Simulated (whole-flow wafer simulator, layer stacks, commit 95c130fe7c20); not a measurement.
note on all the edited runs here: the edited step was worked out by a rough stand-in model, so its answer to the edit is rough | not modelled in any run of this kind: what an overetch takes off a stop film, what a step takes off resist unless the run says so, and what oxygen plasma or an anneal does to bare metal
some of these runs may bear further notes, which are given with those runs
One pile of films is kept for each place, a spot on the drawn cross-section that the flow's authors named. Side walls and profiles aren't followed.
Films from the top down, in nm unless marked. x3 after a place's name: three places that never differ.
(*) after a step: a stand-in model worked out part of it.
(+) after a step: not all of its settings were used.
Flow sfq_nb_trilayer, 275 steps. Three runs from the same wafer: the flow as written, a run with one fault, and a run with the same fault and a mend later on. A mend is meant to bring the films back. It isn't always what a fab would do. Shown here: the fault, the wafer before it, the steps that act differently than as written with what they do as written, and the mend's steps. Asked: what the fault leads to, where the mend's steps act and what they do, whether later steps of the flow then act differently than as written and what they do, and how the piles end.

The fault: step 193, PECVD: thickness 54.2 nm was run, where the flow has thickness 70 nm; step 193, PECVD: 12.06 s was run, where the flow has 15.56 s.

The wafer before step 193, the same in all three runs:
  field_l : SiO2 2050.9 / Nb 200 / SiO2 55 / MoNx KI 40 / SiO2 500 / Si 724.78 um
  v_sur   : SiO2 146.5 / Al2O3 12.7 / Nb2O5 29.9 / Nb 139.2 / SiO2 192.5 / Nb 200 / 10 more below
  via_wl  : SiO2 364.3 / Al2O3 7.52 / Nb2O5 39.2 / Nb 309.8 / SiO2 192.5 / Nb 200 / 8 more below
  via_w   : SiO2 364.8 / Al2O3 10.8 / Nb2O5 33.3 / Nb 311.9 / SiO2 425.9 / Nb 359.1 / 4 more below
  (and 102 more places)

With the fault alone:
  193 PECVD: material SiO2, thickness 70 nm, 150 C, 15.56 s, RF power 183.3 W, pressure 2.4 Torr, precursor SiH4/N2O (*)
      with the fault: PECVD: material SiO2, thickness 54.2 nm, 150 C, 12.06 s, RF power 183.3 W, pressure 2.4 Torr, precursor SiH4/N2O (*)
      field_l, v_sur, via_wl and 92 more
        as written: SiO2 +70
        with the fault: SiO2 +54.2
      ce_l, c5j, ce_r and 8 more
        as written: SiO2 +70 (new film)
        with the fault: SiO2 +54.2 (new film)
  Later steps of the flow that act differently than as written (11 more steps differ only slightly, by at most 2% or 0.5 nm, whichever is larger, and aren't shown):
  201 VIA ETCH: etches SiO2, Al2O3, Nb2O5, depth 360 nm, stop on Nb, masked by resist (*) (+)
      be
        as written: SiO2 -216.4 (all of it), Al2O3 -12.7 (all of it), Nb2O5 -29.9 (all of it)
        with the fault: SiO2 -200.6 (all of it), Al2O3 -12.7 (all of it), Nb2O5 -29.9 (all of it)
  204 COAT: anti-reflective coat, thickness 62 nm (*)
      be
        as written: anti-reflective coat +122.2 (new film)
        with the fault: anti-reflective coat +119.7 (new film)
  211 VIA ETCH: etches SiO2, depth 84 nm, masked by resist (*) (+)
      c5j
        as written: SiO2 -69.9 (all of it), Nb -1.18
        with the fault: SiO2 -54.1 (all of it), Nb -2.25
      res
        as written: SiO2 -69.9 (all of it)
        with the fault: SiO2 -54.1 (all of it)
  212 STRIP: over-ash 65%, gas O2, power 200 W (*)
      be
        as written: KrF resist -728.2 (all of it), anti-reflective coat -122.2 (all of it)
        with the fault: KrF resist -717.5 (all of it), anti-reflective coat -119.7 (all of it)
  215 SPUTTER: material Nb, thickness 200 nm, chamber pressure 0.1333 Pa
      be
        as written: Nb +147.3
        with the fault: Nb +150.9
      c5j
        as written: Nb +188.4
        with the fault: Nb +193.1
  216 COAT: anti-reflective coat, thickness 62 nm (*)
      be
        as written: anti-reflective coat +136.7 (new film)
        with the fault: anti-reflective coat +133.5 (new film)
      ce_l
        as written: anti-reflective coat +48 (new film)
        with the fault: anti-reflective coat +52 (new film)
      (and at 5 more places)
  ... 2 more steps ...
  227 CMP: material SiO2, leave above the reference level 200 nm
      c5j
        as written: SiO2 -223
        with the fault: SiO2 -227.7
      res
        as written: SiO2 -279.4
        with the fault: SiO2 -298.3
  At the end the piles differ from the flow's by more than 2% or 0.5 nm, whichever is larger, at v_sur, via_wl, via_w and 29 more.
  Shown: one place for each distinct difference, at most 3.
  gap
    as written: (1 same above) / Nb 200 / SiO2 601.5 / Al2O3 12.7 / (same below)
    with the fault: (1 same above) / Nb 200 / SiO2 585.7 / Al2O3 12.7 / (same below)
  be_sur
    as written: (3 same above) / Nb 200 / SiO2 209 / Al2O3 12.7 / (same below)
    with the fault: (3 same above) / Nb 200 / SiO2 193.2 / Al2O3 12.7 / (same below)
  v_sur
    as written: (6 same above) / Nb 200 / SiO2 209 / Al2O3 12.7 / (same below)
    with the fault: (6 same above) / Nb 200 / SiO2 193.2 / Al2O3 12.7 / (same below)

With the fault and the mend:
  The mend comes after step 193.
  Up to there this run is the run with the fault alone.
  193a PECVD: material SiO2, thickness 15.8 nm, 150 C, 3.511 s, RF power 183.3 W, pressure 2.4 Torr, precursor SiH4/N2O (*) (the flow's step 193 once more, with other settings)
      field_l, v_sur, via_wl and 103 more
        SiO2 +15.8
  No later step of the flow acts differently than as written, at any place that is followed, by more than 2% or 0.5 nm, whichever is larger.
  At the end the piles are the same as the flow's at every place that both follow.
